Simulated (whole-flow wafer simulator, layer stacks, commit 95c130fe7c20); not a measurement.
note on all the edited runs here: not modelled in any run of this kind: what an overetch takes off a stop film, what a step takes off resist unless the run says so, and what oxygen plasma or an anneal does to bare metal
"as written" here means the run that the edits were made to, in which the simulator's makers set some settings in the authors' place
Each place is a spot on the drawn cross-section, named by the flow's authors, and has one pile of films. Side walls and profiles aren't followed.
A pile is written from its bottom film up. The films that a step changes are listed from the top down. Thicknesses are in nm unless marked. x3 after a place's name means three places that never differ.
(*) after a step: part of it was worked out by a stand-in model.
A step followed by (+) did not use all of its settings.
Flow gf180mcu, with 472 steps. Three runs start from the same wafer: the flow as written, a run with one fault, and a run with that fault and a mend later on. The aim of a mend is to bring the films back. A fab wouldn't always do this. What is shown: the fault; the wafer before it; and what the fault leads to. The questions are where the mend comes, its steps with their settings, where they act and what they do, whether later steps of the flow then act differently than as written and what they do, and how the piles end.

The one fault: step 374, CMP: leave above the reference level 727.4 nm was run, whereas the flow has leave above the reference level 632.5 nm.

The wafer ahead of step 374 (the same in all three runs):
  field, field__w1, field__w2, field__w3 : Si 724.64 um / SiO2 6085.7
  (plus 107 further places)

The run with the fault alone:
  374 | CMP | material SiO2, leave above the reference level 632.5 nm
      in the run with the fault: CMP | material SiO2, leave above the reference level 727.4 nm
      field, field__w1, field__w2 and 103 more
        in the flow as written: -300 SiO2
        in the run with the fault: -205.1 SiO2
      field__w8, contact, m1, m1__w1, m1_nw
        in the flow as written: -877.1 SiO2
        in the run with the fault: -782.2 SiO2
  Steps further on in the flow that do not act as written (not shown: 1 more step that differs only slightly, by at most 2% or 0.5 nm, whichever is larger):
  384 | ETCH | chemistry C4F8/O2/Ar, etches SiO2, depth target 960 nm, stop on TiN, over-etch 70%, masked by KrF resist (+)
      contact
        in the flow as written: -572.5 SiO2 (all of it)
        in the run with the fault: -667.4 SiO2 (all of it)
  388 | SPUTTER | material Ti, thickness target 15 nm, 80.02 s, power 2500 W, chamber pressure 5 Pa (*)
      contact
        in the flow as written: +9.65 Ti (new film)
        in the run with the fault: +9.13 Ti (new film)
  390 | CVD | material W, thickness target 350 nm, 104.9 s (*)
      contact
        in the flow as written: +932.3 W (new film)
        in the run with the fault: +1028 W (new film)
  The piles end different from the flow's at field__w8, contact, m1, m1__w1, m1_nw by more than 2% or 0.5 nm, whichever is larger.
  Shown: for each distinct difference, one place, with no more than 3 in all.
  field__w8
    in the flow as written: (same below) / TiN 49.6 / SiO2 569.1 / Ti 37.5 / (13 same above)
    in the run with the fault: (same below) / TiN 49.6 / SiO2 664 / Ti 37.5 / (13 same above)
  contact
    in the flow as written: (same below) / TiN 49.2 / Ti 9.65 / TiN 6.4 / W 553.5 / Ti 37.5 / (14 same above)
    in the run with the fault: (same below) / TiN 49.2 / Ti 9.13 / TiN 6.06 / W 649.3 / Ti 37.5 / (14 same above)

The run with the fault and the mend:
  The mend follows step 374.
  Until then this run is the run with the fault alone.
  374a | CMP | material SiO2, leave above the reference level 632.5 nm (the flow's step 374, run once more)
      field, field__w1, field__w2 and 108 more
        -94.9 SiO2
  Later steps of the flow that are run all act as written at every place that is followed.
  At every place that both follow, the piles at the end match the flow's.
